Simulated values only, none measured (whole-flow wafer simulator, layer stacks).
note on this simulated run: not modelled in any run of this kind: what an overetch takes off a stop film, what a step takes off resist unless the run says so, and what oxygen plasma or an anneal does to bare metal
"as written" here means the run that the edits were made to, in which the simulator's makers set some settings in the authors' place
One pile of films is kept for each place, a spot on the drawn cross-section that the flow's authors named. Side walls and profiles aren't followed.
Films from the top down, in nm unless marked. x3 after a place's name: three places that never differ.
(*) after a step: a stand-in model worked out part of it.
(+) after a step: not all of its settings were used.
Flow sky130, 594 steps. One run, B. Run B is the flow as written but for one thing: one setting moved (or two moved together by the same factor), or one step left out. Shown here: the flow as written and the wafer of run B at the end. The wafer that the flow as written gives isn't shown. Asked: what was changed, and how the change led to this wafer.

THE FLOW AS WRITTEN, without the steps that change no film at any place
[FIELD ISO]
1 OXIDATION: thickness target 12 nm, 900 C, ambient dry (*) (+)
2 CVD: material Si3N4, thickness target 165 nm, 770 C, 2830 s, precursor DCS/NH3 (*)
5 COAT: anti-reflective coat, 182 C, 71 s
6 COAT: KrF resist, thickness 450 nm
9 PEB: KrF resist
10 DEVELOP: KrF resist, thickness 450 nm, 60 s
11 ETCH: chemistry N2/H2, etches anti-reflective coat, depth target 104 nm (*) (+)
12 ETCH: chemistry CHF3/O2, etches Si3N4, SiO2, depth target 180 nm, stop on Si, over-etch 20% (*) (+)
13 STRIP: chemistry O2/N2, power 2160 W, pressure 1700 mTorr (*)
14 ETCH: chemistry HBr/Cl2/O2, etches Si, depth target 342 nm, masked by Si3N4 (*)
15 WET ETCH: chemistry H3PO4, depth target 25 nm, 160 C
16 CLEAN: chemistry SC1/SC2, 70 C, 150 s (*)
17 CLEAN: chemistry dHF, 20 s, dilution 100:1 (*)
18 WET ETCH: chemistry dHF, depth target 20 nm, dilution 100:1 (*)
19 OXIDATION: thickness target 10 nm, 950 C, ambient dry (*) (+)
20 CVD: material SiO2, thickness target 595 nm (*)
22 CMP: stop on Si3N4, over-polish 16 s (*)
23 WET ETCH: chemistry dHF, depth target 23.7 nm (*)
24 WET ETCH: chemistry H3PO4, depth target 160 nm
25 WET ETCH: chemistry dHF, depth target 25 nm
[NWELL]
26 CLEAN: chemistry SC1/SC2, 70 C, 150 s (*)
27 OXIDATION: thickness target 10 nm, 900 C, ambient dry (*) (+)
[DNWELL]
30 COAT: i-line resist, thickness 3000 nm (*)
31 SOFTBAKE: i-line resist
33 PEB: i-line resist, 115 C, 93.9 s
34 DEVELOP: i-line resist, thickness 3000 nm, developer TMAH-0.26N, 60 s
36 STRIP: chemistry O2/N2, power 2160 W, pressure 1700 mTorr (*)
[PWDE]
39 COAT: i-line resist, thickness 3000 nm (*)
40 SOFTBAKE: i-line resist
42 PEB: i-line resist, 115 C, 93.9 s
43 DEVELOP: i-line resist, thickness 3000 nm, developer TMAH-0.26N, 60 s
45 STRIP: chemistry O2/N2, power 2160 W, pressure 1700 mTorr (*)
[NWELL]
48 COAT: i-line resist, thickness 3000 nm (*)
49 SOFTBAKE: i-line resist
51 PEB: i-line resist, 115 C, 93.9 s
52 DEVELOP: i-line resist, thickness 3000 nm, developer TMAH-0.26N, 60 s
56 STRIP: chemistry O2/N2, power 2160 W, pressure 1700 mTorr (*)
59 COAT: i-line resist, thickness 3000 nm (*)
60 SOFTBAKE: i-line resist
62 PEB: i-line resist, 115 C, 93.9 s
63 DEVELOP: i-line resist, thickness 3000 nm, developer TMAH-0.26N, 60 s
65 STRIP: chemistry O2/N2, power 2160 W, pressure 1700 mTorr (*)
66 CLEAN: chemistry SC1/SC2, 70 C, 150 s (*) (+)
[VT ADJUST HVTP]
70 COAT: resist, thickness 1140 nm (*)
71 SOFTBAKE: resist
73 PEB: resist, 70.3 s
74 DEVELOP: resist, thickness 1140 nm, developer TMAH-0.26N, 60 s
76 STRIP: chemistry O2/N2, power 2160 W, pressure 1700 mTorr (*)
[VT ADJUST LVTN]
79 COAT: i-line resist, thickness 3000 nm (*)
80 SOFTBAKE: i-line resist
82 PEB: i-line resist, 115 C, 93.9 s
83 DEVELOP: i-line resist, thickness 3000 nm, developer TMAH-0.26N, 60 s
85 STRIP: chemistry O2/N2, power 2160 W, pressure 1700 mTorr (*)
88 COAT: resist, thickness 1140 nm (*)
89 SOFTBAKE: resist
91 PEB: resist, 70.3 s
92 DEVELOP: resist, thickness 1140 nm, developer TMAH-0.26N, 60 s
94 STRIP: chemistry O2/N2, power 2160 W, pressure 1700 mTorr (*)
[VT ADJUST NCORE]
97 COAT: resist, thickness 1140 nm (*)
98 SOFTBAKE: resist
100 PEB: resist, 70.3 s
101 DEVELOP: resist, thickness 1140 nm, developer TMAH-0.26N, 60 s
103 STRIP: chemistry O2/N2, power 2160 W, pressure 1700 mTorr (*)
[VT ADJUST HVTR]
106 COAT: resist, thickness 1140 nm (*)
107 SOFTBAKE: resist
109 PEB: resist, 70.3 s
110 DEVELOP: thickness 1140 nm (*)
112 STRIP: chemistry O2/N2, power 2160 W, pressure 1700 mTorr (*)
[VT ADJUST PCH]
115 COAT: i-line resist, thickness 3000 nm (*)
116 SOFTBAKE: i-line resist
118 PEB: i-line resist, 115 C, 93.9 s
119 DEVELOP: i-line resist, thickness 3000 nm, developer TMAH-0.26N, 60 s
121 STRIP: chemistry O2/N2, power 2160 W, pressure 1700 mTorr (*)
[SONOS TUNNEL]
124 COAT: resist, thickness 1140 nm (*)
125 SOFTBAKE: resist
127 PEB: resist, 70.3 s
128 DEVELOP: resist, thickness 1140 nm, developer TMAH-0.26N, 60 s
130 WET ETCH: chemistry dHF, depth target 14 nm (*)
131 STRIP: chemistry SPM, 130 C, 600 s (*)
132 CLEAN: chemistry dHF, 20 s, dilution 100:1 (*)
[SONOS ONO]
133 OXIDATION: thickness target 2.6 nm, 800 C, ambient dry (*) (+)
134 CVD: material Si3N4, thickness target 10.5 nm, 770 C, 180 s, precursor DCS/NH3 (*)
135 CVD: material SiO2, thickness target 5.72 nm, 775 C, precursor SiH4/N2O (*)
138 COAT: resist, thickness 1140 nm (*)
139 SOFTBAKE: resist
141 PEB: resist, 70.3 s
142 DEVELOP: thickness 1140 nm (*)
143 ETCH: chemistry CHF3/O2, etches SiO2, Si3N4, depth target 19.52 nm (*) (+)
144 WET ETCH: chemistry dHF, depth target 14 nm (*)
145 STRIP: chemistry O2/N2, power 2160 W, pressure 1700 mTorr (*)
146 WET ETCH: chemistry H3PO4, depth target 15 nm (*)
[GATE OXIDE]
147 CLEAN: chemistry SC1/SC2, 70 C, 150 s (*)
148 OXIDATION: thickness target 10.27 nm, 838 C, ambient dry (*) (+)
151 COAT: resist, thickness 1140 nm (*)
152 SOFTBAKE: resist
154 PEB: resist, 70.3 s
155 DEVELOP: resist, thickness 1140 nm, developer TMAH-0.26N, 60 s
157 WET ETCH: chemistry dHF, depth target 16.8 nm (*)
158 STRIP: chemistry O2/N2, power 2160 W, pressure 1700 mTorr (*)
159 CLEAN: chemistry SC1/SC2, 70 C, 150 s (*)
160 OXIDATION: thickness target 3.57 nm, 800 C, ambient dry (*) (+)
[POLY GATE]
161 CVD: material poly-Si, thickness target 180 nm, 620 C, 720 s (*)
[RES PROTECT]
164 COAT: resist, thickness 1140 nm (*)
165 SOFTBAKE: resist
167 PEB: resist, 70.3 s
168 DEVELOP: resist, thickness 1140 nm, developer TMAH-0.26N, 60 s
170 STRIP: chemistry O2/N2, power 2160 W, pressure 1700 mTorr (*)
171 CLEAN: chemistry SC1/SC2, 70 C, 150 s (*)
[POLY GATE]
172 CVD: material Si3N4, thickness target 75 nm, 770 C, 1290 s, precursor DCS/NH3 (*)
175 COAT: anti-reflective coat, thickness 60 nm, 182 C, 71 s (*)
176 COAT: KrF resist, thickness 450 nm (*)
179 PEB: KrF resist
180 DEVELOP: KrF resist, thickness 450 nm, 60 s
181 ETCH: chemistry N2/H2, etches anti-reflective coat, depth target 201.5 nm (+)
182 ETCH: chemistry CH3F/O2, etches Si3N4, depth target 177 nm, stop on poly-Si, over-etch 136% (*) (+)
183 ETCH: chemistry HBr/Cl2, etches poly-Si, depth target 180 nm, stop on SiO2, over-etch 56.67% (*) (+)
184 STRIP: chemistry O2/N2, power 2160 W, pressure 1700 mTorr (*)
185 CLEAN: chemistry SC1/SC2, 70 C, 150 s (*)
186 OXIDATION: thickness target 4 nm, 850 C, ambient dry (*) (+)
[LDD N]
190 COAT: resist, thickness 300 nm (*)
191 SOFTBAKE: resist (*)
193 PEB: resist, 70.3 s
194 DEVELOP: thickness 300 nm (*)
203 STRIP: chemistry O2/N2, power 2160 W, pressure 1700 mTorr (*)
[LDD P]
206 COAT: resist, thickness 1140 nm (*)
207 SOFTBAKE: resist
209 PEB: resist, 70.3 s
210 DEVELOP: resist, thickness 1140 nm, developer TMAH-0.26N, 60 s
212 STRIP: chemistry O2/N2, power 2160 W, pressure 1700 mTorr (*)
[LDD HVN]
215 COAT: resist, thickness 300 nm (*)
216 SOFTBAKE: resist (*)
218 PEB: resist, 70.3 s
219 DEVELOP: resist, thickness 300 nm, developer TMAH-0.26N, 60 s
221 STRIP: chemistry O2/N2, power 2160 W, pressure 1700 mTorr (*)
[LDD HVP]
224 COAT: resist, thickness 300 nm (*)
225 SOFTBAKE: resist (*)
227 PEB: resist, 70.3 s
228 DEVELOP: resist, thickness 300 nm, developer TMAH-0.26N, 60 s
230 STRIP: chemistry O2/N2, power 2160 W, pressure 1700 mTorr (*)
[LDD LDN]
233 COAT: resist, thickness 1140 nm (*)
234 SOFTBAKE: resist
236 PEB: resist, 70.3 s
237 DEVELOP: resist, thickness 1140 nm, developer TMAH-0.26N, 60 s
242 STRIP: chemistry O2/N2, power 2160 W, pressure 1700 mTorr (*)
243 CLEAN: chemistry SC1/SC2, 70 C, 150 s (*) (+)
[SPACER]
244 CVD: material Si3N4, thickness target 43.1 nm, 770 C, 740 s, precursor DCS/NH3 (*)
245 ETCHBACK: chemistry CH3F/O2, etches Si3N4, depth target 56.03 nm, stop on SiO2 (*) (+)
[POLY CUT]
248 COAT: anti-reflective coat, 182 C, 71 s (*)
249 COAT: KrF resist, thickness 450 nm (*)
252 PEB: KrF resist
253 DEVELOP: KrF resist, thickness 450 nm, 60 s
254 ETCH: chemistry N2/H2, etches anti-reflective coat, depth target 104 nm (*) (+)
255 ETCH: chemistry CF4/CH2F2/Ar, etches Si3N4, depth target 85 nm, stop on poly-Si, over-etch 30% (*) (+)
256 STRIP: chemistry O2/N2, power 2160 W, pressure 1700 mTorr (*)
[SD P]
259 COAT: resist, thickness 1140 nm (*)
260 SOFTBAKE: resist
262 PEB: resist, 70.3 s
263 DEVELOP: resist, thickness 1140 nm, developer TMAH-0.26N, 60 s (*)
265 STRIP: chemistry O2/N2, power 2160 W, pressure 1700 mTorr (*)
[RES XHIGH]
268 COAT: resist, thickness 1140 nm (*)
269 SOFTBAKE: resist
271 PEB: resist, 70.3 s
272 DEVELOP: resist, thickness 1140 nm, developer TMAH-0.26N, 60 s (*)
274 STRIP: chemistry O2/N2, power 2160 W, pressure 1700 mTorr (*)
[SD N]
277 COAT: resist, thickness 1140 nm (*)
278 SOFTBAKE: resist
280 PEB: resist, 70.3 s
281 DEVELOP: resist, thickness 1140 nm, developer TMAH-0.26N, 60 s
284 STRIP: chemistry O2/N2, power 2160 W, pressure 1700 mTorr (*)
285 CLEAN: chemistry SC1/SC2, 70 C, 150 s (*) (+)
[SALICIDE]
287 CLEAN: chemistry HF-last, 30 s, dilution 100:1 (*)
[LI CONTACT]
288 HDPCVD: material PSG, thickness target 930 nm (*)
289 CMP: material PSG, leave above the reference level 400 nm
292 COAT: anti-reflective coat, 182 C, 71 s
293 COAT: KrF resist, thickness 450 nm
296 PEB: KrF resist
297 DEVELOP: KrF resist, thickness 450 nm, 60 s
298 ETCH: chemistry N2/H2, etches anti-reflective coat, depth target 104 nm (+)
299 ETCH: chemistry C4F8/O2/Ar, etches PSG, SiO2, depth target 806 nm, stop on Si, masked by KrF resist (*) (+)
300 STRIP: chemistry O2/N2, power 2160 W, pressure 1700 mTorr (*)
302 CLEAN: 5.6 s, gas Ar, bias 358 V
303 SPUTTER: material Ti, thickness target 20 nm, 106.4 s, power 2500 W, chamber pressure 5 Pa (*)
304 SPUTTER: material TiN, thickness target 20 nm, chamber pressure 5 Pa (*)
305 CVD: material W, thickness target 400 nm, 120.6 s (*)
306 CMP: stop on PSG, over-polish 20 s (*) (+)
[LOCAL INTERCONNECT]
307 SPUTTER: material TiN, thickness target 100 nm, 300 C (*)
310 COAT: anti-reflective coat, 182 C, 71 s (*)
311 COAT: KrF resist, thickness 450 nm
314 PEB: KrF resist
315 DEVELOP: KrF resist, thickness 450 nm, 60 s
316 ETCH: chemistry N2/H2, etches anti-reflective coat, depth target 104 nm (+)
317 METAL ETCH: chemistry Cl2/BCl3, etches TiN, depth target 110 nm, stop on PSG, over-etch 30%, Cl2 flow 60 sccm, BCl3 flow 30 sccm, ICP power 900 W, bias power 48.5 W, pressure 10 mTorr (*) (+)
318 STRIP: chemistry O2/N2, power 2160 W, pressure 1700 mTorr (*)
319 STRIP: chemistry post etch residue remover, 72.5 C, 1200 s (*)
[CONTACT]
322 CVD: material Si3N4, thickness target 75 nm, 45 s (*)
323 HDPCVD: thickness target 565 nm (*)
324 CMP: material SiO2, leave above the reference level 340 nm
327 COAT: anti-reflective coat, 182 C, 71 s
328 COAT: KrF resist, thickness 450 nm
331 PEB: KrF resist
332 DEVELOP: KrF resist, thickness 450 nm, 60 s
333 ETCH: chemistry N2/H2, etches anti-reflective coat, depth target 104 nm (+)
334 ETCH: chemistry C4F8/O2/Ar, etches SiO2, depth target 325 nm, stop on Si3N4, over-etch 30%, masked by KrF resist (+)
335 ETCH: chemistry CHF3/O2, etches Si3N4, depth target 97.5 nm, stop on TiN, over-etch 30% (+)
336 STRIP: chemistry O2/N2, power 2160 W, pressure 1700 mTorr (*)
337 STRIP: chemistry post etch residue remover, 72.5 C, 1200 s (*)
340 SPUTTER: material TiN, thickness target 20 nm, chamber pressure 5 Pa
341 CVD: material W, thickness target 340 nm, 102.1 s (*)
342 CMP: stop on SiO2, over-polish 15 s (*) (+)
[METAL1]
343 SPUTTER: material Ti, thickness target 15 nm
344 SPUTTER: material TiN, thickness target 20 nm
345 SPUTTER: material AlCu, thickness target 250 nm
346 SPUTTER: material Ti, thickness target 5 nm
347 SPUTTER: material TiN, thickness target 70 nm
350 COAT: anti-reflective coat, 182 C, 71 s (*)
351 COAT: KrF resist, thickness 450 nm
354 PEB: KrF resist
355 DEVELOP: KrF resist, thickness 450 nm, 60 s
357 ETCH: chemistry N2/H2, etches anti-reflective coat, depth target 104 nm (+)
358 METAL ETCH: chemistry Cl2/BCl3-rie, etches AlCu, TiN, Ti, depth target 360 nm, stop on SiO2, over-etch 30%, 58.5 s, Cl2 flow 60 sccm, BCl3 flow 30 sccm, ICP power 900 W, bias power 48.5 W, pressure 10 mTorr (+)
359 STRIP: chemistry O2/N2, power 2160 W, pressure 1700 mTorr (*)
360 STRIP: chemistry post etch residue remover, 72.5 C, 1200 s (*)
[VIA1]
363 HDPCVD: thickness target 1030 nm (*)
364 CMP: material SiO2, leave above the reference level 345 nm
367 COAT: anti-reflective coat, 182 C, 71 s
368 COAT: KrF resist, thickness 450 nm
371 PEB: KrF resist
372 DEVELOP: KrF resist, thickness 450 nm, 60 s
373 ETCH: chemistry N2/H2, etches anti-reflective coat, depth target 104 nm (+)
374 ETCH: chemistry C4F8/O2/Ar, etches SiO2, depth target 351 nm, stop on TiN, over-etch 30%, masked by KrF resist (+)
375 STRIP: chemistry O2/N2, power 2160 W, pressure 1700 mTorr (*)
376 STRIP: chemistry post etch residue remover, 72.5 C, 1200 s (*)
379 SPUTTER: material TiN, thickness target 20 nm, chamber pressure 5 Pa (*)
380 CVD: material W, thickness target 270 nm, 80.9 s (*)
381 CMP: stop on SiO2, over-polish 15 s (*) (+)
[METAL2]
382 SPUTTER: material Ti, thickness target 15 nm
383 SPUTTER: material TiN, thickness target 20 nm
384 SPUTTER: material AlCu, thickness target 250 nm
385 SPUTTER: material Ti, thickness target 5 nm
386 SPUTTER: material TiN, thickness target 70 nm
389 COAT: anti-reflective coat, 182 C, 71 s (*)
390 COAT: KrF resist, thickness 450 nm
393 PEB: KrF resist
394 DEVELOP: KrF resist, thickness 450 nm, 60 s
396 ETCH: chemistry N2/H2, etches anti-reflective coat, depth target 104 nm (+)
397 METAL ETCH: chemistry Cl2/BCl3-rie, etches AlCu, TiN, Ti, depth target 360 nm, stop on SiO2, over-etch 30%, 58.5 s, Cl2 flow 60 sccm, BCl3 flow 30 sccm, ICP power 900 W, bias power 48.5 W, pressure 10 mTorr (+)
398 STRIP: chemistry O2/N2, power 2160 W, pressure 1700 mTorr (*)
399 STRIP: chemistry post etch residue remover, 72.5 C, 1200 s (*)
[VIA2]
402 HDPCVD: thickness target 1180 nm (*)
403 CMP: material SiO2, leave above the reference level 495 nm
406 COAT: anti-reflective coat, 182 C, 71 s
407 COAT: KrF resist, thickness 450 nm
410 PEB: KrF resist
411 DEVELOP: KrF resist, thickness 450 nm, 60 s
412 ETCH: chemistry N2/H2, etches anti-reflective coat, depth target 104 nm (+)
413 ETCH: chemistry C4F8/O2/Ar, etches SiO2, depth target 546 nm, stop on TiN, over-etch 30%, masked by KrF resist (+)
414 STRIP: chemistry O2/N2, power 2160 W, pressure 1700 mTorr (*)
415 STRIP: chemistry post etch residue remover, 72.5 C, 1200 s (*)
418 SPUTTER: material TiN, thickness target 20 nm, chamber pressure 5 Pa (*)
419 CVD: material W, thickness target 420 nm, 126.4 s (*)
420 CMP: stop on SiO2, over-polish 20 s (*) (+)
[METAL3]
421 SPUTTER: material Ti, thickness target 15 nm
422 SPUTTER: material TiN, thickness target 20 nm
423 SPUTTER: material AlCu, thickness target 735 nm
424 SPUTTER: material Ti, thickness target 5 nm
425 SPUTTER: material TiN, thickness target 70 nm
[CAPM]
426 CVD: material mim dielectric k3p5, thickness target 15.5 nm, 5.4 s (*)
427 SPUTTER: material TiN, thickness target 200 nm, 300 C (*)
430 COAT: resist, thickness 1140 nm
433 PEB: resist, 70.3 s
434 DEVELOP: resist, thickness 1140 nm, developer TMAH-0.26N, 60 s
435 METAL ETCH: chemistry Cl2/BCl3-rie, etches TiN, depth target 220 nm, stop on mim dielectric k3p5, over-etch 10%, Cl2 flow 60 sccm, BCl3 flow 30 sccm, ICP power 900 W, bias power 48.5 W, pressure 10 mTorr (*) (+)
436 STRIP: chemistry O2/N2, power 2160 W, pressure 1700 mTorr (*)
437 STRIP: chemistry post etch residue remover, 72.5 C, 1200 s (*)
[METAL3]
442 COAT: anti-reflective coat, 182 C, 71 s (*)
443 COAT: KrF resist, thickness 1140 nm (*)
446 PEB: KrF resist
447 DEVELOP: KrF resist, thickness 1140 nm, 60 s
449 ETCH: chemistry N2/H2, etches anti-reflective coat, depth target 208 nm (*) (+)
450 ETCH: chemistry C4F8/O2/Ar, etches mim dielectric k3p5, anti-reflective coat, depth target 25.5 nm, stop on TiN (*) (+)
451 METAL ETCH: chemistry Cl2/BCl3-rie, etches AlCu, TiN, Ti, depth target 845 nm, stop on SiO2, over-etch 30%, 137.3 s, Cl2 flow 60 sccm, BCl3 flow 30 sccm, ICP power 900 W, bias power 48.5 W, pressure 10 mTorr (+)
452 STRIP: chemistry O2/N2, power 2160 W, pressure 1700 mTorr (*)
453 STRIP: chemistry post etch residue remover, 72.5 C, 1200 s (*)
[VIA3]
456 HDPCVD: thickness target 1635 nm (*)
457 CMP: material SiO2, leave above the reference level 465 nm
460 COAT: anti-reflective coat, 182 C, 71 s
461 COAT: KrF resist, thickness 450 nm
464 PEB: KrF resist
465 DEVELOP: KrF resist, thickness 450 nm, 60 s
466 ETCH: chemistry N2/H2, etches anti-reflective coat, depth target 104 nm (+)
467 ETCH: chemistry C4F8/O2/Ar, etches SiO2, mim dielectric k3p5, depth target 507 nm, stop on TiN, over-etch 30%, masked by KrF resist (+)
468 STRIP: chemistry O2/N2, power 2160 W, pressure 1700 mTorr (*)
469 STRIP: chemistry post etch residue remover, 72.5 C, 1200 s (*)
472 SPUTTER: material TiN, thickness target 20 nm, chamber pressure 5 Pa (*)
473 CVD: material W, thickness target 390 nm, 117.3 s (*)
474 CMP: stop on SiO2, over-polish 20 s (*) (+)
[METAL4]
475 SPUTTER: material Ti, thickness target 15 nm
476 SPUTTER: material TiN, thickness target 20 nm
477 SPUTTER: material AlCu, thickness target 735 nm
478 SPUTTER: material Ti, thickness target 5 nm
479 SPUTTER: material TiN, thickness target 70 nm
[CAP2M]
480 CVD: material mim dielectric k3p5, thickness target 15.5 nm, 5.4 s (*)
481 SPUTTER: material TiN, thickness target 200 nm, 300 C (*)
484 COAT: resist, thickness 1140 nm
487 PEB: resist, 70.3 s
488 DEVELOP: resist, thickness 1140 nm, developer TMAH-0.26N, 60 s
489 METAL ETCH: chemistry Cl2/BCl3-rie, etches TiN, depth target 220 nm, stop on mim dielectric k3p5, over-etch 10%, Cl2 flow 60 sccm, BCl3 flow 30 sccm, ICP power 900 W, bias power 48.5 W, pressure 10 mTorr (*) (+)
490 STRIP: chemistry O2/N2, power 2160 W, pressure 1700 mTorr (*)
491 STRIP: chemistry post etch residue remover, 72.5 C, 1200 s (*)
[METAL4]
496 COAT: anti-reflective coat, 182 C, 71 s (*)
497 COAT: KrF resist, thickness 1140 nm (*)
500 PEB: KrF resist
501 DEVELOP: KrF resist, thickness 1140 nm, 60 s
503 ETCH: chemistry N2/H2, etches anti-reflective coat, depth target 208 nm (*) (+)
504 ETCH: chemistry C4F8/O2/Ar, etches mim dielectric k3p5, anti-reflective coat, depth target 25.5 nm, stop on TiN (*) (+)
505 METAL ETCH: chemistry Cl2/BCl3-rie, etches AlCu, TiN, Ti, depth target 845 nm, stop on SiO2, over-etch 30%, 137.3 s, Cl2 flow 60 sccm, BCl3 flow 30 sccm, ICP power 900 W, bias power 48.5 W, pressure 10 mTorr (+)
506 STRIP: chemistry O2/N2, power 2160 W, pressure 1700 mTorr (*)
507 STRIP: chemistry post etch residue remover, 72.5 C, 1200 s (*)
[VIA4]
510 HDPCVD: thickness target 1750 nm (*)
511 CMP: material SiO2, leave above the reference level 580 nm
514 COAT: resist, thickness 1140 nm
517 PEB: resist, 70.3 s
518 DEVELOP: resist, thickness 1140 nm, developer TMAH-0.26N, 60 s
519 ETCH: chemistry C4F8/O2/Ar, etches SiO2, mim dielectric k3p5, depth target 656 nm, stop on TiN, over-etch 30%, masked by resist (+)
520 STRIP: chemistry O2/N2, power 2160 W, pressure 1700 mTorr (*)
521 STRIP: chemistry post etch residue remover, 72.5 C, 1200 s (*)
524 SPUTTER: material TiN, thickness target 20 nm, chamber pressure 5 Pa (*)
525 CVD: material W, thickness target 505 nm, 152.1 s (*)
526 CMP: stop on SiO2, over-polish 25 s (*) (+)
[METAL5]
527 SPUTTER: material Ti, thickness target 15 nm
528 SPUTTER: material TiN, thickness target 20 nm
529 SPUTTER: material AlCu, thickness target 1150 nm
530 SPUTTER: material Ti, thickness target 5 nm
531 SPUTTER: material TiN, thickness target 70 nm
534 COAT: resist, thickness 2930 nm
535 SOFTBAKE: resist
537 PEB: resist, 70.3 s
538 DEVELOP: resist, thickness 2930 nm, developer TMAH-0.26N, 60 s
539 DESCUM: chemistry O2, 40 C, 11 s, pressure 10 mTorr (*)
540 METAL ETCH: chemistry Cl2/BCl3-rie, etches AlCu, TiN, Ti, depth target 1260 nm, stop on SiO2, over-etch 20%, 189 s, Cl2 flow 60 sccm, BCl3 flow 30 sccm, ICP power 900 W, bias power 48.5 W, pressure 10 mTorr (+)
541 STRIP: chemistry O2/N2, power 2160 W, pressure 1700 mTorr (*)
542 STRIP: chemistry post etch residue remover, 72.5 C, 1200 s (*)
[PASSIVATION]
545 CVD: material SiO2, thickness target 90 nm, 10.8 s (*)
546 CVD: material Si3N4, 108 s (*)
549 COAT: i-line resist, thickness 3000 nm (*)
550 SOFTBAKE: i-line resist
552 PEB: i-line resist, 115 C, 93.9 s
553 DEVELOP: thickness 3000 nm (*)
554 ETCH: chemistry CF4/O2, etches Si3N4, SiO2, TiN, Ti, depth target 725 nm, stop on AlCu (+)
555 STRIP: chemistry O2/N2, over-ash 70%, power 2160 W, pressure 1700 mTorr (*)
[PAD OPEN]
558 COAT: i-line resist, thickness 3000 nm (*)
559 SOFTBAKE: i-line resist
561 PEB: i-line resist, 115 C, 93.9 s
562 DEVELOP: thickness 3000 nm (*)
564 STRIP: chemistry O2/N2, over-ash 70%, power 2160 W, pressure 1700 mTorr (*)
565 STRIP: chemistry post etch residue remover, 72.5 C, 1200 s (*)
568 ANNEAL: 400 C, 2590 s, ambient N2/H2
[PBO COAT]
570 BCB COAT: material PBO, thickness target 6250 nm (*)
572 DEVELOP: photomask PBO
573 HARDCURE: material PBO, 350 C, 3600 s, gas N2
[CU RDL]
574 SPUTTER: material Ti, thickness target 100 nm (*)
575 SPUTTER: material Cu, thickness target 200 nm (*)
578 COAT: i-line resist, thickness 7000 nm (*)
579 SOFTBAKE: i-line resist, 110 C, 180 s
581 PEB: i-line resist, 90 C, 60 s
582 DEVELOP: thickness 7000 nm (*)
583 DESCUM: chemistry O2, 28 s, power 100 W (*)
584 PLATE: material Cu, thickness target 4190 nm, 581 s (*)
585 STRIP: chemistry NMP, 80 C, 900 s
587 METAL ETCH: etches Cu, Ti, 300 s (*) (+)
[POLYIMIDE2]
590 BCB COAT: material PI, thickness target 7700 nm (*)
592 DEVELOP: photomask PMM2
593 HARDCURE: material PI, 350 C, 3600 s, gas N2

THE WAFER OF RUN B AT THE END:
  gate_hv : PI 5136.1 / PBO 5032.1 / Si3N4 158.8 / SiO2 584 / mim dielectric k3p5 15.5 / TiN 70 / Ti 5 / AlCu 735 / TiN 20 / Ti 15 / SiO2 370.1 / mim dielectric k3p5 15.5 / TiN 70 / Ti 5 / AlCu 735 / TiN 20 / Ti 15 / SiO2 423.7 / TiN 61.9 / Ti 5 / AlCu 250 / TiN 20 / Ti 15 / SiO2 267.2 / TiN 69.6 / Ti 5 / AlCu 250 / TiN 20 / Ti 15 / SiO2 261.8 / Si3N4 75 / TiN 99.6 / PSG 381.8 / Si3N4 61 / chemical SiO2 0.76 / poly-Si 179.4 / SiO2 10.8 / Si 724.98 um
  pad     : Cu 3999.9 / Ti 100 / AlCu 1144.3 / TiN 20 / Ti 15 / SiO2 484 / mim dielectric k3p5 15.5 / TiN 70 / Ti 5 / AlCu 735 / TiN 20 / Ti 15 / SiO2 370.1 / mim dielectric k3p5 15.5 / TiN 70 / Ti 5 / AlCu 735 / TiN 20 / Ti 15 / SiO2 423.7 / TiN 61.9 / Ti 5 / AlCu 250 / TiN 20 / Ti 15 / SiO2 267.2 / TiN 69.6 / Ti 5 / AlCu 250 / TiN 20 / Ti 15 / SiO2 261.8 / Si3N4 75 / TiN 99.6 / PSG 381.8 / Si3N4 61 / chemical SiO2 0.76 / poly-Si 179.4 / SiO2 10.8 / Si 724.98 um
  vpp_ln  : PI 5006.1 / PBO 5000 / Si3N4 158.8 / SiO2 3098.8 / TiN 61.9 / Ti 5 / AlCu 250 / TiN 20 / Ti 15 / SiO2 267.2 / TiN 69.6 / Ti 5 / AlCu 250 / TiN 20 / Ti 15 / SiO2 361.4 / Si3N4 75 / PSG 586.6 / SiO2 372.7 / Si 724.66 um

The cause: step 386, SPUTTER: thickness target 62.3 nm was run, where the flow has thickness target 70 nm.

How the change led to this, step by step:
  386 SPUTTER: material TiN, thickness target 70 nm
      field, active, n_well and 188 more: TiN +62.3 (new film) (as written it would be: TiN +70 (new film))
  397 METAL ETCH: chemistry Cl2/BCl3-rie, etches AlCu, TiN, Ti, depth target 360 nm, stop on SiO2, over-etch 30%, 58.5 s, Cl2 flow 60 sccm, BCl3 flow 30 sccm, ICP power 900 W, bias power 48.5 W, pressure 10 mTorr (+)
      field, active, gate and 82 more: TiN -61 (all of it), Ti -5 (all of it), AlCu -250 (all of it), TiN -20 (all of it), Ti -15 (all of it), SiO2 -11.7 (as written it would be: TiN -68.7 (all of it), Ti -5 (all of it), AlCu -250 (all of it), TiN -20 (all of it), Ti -15 (all of it), SiO2 -10.9)
